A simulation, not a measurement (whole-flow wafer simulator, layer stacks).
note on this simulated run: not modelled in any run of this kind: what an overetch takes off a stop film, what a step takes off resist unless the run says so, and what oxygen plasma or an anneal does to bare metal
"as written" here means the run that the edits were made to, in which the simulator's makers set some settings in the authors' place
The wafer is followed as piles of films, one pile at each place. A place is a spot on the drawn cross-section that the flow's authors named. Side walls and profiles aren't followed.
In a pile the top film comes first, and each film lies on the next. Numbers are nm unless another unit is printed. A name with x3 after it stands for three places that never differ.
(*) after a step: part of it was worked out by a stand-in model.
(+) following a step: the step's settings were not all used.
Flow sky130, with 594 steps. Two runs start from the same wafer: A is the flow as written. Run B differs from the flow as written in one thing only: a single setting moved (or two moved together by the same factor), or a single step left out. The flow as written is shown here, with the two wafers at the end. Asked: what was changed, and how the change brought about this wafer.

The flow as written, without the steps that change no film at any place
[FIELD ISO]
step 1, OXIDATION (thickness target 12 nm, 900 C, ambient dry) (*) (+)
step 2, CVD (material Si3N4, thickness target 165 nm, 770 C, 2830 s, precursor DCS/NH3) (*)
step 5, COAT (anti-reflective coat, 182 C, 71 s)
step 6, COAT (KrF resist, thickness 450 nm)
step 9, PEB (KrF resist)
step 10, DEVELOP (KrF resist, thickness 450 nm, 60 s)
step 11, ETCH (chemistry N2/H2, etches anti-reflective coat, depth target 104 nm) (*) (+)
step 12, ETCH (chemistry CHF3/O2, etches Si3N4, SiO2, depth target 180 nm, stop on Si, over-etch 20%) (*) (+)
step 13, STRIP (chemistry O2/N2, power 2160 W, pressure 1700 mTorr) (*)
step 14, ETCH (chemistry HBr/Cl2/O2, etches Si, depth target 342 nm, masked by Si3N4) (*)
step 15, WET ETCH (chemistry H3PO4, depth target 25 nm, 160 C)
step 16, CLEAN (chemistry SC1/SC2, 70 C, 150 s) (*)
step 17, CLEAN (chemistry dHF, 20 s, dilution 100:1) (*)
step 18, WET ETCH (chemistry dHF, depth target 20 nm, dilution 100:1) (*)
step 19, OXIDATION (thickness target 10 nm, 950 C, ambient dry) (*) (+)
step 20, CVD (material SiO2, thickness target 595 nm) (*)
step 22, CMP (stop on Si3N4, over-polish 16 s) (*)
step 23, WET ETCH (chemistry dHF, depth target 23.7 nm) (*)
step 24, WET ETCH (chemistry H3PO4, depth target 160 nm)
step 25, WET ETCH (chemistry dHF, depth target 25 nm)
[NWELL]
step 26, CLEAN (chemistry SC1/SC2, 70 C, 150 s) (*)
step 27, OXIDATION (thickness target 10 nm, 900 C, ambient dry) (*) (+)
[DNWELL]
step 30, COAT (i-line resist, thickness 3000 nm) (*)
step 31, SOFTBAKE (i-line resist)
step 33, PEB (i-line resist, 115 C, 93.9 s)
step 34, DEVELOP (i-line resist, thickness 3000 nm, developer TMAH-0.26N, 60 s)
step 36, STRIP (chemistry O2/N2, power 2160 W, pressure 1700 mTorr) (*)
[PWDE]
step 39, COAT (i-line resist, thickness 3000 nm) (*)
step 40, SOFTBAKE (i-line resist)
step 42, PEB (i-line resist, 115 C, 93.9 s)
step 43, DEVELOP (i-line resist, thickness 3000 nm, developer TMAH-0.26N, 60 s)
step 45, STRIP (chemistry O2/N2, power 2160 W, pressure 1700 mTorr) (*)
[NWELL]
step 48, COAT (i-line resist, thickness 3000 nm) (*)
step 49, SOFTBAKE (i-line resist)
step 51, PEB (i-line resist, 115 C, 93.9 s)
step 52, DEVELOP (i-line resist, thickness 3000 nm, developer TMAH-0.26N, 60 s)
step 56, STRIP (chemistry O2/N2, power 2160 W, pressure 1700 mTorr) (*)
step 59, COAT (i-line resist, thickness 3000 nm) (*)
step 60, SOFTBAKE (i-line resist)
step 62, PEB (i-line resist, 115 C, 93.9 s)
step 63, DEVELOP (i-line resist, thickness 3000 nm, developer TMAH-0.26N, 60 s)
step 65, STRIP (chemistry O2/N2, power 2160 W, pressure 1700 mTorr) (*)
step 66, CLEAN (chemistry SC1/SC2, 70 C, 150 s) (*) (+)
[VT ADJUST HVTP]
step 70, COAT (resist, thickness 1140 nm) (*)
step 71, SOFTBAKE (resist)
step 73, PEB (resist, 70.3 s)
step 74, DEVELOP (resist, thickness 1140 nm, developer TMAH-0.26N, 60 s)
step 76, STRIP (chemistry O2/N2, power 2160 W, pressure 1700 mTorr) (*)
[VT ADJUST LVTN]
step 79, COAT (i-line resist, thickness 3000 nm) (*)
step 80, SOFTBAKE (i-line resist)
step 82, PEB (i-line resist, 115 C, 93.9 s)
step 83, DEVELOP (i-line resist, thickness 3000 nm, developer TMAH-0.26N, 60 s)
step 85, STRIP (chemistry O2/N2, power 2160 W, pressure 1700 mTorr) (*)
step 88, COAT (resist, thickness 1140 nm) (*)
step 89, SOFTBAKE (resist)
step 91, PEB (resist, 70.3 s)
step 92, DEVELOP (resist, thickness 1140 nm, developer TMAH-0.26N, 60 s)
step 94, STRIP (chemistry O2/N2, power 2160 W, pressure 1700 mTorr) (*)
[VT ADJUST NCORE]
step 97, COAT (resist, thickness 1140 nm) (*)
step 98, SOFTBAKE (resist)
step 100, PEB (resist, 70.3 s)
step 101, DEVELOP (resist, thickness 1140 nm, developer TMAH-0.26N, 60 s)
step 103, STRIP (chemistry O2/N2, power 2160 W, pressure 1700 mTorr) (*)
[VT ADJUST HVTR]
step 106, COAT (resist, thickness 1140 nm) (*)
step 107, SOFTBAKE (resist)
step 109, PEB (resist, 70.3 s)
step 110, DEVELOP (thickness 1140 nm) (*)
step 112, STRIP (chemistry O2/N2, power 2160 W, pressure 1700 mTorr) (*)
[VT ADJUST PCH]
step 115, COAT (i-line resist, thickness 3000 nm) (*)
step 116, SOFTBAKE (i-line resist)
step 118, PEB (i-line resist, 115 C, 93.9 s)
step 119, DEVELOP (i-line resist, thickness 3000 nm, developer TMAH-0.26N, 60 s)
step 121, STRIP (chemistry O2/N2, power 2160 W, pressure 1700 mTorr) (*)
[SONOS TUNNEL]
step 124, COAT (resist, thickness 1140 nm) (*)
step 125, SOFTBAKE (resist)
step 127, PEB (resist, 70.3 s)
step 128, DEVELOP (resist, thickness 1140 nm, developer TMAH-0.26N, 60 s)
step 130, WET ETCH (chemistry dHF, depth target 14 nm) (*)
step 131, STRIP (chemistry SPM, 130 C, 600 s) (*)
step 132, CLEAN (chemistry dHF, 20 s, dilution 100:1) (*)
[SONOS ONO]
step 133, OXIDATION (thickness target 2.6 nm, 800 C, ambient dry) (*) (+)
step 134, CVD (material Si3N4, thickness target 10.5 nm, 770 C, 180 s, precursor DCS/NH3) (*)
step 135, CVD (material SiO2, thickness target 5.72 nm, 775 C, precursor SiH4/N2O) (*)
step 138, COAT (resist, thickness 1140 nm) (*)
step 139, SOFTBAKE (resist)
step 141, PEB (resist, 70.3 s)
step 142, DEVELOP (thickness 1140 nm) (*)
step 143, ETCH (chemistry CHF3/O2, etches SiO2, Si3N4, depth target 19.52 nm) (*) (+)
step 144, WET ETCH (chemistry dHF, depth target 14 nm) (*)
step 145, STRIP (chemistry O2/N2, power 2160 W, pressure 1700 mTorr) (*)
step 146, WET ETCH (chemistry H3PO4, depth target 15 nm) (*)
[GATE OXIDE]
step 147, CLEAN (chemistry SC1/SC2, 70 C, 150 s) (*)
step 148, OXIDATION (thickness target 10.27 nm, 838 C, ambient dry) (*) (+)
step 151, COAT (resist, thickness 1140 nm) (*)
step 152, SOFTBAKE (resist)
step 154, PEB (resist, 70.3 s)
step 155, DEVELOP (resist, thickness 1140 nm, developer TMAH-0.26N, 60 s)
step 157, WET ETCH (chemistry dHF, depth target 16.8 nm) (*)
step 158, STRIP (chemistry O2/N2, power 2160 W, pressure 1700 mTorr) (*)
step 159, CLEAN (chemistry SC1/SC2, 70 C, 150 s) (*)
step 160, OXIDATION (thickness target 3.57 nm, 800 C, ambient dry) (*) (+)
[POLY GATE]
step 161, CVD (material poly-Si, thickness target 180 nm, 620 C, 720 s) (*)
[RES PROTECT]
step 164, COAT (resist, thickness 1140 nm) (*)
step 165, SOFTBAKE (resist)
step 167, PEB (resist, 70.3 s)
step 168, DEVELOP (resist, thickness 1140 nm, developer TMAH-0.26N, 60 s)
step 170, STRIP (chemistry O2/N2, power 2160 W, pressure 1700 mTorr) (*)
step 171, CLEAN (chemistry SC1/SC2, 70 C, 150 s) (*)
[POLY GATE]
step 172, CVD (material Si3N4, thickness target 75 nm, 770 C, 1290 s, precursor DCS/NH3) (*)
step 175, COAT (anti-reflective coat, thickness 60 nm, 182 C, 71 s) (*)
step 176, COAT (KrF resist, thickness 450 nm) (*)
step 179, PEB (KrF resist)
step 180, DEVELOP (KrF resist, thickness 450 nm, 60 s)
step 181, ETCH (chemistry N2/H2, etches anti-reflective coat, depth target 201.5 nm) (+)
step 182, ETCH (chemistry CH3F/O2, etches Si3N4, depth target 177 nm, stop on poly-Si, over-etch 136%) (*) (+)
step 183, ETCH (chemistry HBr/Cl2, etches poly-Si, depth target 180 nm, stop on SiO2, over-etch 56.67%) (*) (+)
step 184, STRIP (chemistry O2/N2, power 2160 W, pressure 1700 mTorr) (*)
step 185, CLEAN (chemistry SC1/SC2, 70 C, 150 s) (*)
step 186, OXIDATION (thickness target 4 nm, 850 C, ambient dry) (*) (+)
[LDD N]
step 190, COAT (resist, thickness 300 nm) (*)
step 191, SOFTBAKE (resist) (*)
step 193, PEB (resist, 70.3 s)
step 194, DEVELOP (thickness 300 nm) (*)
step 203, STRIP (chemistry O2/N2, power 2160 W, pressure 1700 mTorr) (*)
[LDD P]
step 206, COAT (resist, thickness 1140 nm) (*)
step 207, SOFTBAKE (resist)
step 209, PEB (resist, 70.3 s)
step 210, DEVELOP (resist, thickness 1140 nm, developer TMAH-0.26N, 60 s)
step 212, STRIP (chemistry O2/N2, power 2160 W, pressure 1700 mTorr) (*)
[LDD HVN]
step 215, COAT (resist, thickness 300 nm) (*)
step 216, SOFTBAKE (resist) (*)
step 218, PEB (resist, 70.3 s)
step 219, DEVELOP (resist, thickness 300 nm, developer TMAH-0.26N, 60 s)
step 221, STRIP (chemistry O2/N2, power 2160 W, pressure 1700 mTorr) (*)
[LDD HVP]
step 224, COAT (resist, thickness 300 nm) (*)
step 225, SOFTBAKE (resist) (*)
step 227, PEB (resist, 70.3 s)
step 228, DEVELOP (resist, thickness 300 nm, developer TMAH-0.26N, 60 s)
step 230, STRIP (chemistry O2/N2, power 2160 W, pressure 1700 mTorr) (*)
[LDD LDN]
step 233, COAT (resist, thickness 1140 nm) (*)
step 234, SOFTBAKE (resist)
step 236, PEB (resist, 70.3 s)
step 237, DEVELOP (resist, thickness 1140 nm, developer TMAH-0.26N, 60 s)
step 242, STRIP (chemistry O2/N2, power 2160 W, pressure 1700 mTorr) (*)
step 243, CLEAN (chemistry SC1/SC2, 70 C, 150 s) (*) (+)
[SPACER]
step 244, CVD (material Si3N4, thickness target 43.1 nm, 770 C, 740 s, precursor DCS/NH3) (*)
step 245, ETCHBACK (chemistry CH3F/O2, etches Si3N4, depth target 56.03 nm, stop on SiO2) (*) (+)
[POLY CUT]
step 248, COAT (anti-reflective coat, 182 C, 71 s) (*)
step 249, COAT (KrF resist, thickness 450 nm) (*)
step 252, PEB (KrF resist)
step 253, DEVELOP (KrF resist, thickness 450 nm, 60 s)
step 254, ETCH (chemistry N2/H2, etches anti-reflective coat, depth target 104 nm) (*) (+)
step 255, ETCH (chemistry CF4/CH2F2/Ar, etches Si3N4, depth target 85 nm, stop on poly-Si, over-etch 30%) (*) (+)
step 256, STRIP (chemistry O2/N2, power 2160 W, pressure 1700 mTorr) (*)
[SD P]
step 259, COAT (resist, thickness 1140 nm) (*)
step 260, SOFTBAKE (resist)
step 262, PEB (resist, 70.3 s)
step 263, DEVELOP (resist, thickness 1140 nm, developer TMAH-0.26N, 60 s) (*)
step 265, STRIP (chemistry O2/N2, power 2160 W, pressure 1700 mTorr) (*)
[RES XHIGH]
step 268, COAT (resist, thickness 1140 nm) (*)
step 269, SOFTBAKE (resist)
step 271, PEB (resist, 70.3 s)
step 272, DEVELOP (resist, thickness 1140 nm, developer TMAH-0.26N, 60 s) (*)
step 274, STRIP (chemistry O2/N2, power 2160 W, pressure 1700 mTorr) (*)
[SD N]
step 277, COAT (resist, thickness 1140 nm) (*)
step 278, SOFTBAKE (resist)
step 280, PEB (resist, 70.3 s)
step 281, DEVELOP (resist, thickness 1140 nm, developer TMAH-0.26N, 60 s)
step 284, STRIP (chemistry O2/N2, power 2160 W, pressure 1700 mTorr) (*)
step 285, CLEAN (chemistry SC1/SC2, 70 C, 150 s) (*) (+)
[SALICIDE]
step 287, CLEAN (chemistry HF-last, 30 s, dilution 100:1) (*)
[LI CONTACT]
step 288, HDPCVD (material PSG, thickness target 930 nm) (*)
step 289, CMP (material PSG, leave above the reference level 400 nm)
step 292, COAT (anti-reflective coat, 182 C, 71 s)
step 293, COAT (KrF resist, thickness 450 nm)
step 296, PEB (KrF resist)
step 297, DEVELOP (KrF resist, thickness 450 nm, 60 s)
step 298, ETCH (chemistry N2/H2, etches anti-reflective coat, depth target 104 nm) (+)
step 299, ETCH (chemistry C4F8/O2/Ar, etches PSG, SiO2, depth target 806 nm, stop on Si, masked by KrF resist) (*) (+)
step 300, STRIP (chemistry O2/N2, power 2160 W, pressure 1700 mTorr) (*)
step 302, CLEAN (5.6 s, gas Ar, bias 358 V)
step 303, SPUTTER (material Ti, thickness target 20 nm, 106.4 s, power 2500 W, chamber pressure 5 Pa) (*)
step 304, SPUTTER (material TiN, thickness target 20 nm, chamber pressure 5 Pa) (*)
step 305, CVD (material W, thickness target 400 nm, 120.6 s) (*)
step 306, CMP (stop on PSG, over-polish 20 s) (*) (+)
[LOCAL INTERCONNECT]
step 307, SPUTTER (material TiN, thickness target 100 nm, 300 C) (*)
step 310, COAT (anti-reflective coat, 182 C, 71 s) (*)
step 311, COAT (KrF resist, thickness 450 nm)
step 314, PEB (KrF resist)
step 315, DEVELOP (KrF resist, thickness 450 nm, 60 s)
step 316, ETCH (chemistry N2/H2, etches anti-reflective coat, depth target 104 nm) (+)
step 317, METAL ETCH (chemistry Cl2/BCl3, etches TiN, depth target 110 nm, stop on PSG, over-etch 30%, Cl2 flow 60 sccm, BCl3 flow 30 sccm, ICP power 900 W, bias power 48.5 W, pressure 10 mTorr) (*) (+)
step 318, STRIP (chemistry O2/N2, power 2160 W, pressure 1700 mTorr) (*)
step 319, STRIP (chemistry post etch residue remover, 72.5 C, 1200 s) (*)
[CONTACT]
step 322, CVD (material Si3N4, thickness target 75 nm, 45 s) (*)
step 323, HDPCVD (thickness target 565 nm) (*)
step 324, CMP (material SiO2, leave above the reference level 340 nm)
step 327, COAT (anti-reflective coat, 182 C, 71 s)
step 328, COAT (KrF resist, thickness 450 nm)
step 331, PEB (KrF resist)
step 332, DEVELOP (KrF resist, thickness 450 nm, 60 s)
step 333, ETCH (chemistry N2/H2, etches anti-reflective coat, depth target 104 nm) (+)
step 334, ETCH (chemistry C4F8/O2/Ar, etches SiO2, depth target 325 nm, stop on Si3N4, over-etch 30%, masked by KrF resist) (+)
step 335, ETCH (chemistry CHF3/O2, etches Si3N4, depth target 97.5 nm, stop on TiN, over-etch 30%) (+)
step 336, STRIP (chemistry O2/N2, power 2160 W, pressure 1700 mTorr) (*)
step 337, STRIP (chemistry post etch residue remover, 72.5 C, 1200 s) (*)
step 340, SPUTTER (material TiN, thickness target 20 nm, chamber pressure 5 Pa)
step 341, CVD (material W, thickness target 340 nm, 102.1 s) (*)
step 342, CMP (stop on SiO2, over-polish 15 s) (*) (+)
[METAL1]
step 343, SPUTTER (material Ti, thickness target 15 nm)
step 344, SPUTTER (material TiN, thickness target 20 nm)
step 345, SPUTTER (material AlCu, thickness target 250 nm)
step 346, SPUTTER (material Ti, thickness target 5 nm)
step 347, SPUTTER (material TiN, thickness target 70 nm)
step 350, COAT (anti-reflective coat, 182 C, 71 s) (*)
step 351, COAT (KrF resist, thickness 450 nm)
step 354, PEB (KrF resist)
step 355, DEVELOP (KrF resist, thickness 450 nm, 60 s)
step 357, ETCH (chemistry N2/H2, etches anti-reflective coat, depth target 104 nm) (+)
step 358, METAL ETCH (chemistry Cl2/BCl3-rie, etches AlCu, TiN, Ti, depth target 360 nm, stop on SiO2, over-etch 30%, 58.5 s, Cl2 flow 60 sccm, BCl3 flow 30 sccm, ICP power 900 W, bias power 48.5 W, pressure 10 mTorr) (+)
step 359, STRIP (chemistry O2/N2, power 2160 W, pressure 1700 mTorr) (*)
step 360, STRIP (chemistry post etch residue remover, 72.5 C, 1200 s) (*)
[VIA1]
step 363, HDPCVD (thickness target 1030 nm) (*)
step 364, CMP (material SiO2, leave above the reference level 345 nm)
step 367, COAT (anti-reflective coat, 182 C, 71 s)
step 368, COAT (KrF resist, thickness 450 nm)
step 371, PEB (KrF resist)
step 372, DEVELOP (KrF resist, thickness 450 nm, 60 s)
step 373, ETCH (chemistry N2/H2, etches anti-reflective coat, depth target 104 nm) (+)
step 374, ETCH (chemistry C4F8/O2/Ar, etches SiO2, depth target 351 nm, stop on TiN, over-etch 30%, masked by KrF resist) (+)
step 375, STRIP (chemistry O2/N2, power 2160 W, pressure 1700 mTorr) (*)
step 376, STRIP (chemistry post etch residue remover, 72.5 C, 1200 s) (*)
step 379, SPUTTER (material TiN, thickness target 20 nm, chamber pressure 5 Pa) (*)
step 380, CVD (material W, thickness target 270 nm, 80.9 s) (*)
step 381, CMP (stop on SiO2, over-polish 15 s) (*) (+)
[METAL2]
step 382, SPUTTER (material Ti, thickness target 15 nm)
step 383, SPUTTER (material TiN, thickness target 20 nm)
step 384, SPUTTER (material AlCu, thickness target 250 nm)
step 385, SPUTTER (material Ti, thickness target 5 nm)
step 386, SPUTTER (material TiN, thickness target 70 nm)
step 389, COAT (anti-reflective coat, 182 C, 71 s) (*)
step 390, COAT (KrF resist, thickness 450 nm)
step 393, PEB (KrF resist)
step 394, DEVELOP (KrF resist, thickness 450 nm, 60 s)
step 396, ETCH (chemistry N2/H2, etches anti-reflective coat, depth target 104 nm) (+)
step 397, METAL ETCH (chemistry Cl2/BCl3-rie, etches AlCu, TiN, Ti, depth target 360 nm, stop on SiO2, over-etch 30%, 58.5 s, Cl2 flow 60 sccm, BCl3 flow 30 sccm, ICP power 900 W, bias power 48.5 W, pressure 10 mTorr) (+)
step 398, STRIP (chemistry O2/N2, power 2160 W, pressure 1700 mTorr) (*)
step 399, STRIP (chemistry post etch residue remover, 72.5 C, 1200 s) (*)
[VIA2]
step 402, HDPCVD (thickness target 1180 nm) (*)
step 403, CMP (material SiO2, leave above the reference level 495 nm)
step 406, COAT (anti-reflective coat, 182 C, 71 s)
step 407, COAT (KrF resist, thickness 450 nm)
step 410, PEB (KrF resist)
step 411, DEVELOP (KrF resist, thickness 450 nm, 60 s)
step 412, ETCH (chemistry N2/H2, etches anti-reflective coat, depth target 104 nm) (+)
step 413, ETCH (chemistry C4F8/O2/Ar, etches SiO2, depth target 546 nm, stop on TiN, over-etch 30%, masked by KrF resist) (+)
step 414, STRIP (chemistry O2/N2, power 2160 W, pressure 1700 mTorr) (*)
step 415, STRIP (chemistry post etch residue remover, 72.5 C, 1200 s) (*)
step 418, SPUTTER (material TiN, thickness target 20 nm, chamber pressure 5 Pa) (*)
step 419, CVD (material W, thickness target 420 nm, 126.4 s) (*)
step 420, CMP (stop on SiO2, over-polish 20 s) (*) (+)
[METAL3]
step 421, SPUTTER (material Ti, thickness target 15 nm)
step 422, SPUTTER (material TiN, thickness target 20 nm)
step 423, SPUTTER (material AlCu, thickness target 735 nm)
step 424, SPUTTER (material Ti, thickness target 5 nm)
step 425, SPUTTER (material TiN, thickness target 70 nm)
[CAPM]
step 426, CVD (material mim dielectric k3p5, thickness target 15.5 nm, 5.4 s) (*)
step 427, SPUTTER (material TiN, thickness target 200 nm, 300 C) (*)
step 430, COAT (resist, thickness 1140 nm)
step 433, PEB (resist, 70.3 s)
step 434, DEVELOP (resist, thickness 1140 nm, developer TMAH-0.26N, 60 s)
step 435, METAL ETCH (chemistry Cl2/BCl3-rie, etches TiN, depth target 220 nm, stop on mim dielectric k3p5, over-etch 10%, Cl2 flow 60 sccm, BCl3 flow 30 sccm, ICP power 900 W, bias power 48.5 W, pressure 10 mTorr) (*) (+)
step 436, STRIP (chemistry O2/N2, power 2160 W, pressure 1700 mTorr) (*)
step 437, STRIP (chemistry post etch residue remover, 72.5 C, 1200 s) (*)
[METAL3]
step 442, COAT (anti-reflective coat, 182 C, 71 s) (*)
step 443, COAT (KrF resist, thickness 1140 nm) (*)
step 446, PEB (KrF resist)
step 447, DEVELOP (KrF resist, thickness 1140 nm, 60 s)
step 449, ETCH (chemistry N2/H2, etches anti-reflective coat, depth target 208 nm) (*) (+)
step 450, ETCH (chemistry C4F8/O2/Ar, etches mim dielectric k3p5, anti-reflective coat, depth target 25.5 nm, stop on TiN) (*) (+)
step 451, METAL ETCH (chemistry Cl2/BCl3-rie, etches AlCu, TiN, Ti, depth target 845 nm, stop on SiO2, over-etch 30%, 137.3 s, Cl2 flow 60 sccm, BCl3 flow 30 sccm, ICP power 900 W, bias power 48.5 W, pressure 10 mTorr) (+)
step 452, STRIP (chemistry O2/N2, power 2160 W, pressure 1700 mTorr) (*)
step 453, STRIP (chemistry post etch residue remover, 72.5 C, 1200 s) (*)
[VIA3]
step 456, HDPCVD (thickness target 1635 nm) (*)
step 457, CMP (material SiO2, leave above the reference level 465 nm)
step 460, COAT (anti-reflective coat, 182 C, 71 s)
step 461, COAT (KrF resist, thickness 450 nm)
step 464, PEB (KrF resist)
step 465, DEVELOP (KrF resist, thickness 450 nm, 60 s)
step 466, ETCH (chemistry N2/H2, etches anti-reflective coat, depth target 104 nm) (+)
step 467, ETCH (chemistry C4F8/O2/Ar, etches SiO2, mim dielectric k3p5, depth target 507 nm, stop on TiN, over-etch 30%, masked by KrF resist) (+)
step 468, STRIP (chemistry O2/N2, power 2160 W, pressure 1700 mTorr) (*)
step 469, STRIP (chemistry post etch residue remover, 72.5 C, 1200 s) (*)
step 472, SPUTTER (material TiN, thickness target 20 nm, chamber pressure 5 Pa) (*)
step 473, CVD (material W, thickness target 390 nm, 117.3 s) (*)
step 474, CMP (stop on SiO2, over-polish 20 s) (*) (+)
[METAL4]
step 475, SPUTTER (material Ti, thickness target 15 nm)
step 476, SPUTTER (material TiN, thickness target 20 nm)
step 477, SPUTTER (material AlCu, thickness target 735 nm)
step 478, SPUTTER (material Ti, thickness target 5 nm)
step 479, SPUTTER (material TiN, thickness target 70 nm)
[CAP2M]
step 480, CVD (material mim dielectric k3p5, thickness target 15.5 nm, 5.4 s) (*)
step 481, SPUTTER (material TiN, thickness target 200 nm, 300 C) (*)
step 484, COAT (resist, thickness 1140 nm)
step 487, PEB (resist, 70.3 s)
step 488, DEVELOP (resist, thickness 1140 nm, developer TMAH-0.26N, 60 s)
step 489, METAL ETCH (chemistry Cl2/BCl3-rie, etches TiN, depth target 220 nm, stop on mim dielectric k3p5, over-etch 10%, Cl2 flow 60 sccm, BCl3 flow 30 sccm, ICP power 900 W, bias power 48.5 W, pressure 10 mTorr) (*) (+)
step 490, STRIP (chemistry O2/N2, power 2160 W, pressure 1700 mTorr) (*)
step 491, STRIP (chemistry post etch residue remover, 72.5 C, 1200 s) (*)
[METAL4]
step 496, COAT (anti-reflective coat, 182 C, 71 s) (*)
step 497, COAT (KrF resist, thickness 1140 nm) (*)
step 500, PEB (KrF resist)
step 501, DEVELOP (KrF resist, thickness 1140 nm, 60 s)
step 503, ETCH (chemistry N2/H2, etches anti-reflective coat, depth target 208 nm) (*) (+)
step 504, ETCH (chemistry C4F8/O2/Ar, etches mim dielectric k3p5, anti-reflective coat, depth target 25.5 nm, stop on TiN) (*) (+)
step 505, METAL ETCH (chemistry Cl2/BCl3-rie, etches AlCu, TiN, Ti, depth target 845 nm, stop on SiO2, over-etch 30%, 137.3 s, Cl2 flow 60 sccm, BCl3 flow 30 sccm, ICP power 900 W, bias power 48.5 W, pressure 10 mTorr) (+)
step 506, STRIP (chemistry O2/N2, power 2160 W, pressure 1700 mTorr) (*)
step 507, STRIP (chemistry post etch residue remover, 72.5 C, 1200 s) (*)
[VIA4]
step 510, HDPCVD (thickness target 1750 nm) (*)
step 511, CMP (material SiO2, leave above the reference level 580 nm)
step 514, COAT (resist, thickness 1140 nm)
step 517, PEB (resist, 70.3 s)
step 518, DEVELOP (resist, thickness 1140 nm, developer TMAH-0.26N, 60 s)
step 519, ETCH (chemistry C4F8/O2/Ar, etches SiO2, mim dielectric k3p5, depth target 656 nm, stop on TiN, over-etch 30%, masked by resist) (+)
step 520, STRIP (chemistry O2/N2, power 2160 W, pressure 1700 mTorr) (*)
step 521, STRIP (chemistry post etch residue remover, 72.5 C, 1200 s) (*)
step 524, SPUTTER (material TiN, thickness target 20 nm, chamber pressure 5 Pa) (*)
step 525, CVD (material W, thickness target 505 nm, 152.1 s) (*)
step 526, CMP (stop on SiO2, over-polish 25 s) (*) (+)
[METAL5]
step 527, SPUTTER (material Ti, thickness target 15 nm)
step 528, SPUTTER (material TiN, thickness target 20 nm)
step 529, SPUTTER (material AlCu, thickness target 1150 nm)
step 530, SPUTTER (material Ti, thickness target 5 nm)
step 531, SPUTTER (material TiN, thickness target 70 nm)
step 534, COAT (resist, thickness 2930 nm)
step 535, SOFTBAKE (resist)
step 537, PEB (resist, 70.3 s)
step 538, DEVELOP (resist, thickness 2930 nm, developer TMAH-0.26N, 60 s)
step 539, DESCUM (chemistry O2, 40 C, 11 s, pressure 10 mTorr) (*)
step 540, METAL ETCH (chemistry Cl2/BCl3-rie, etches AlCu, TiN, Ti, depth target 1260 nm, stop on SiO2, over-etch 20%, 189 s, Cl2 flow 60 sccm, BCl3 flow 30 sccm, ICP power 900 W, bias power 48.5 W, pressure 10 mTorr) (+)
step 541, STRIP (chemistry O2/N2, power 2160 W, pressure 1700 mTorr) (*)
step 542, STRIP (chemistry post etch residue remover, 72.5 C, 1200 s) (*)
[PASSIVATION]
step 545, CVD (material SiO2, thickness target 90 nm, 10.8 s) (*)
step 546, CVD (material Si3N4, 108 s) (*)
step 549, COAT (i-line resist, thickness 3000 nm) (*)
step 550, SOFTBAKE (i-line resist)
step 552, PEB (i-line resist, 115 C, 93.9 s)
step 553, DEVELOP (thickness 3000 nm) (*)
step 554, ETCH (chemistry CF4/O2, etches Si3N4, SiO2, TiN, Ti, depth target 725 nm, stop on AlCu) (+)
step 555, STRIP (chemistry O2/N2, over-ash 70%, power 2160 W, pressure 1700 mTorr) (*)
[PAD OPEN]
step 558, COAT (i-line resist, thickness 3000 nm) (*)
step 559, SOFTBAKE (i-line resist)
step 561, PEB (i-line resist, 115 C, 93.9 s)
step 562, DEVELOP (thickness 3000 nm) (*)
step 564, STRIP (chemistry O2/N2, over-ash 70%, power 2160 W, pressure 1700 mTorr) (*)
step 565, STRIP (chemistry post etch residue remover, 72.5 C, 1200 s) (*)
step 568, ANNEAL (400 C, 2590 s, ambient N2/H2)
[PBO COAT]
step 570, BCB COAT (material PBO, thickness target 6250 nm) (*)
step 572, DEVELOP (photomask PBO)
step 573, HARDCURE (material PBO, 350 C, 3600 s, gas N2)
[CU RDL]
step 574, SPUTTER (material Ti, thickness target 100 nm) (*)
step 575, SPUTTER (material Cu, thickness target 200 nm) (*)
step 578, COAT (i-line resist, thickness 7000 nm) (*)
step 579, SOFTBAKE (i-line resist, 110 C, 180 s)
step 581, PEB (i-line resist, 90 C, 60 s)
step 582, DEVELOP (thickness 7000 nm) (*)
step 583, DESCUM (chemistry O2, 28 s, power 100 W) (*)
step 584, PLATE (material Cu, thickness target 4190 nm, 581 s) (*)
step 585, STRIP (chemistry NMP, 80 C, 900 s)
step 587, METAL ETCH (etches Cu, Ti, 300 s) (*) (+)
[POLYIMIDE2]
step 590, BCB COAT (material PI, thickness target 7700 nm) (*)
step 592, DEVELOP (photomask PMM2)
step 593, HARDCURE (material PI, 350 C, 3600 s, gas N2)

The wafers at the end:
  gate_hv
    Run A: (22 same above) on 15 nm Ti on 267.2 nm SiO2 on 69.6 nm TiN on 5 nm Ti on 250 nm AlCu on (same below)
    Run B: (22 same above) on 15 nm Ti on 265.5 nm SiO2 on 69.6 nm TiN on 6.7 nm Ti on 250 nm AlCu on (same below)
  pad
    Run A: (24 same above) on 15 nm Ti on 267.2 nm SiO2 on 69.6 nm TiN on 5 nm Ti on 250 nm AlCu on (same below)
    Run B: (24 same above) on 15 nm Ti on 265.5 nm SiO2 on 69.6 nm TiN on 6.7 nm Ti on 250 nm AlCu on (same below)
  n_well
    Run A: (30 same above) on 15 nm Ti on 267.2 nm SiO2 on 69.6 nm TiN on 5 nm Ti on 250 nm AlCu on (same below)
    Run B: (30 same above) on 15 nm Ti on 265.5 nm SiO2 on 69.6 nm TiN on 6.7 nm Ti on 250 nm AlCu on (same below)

The reason: step 346, SPUTTER: thickness target 6.7 nm was run, though the flow has thickness target 5 nm.
One can read it off the wafer: gate_hv has Ti 6.7, and step 346 as written asks for 5 nm.

How this came from the change, step by step:
  step 346, SPUTTER (material Ti, thickness target 5 nm)
      field, active, n_well and 188 more: A +5 Ti (new film) | B +6.7 Ti (new film)
  step 358, METAL ETCH (chemistry Cl2/BCl3-rie, etches AlCu, TiN, Ti, depth target 360 nm, stop on SiO2, over-etch 30%, 58.5 s, Cl2 flow 60 sccm, BCl3 flow 30 sccm, ICP power 900 W, bias power 48.5 W, pressure 10 mTorr) (+)
      field, active, gate and 81 more: A -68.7 TiN (all of it), -5 Ti (all of it), -250 AlCu (all of it), -20 TiN (all of it), -15 Ti (all of it), -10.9 SiO2 | B -68.7 TiN (all of it), -6.7 Ti (all of it), -250 AlCu (all of it), -20 TiN (all of it), -15 Ti (all of it), -10.8 SiO2
